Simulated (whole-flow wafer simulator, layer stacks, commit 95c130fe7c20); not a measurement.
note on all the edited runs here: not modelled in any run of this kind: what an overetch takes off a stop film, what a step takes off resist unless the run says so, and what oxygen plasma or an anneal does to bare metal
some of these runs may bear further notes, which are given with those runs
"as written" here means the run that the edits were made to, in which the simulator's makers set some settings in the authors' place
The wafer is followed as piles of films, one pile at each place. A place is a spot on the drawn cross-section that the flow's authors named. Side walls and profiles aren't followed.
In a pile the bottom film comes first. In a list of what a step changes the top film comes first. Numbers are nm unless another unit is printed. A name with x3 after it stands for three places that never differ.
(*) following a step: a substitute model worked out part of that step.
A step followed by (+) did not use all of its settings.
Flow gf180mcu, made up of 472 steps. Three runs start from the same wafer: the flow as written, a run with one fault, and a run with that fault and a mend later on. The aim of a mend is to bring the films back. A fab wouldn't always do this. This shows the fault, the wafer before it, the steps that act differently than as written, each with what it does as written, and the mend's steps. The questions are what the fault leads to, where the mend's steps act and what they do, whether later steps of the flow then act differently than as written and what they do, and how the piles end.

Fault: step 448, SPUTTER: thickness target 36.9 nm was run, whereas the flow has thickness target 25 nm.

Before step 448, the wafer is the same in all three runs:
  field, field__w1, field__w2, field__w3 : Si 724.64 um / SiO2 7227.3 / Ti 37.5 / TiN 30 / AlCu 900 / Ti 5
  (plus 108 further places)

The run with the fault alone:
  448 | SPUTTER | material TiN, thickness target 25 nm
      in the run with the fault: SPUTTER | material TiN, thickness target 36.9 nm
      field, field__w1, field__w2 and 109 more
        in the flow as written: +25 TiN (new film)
        in the run with the fault: +36.9 TiN (new film)
  Steps further on in the flow that do not act as written (not shown: 4 more steps that differ only slightly, by at most 2% or 0.5 nm, whichever is larger):
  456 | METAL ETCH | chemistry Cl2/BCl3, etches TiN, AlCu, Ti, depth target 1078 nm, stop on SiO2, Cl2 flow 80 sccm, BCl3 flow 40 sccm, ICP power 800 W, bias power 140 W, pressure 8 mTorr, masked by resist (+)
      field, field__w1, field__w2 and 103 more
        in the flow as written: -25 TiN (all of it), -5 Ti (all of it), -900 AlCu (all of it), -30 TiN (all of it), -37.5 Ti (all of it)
        in the run with the fault: -36.9 TiN (all of it), -5 Ti (all of it), -900 AlCu (all of it), -30 TiN (all of it), -37.5 Ti (all of it)
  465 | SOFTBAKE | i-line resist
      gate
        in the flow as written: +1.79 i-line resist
        in the run with the fault: -0.28 i-line resist
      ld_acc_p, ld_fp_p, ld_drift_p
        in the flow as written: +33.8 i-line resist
        in the run with the fault: +27.4 i-line resist
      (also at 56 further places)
  By the end, the piles at field__w8, contact, m1, m1__w1, pad, m1_nw depart from the flow's by more than 2% or 0.5 nm, whichever is larger.
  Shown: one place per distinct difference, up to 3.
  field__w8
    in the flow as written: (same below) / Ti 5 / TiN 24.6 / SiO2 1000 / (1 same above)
    in the run with the fault: (same below) / Ti 5 / TiN 36.5 / SiO2 1000 / (1 same above)
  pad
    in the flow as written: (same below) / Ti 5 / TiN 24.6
    in the run with the fault: (same below) / Ti 5 / TiN 36.5

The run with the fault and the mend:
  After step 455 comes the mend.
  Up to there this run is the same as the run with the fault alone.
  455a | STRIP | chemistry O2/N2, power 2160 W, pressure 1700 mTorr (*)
      field__w8, contact, m1, m1__w1, pad, m1_nw
        -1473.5 resist (all of it)
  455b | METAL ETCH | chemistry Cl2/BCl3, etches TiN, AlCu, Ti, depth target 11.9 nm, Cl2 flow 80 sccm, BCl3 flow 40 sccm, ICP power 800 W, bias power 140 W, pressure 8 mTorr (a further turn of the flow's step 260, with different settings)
      field, field__w1, field__w2 and 109 more
        -11.9 TiN
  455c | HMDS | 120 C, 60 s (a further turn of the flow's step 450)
      does not change any film at any place that is followed
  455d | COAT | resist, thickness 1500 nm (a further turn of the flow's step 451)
      field, field__w1, field__w2 and 109 more
        +1500 resist (new film)
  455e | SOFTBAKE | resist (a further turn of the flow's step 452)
      does not change any film at any place that is followed
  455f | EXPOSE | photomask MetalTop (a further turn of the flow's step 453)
      does not change any film at any place that is followed
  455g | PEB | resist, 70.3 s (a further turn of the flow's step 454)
      field, field__w1, field__w2 and 109 more
        -26.5 resist
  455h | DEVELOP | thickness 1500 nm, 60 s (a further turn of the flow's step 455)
      field, field__w1, field__w2 and 103 more
        -1473.5 resist (all of it)
  Every later step of the flow that is run acts as written at every place that is followed.
  By the end, the piles equal the flow's at every place that both follow.
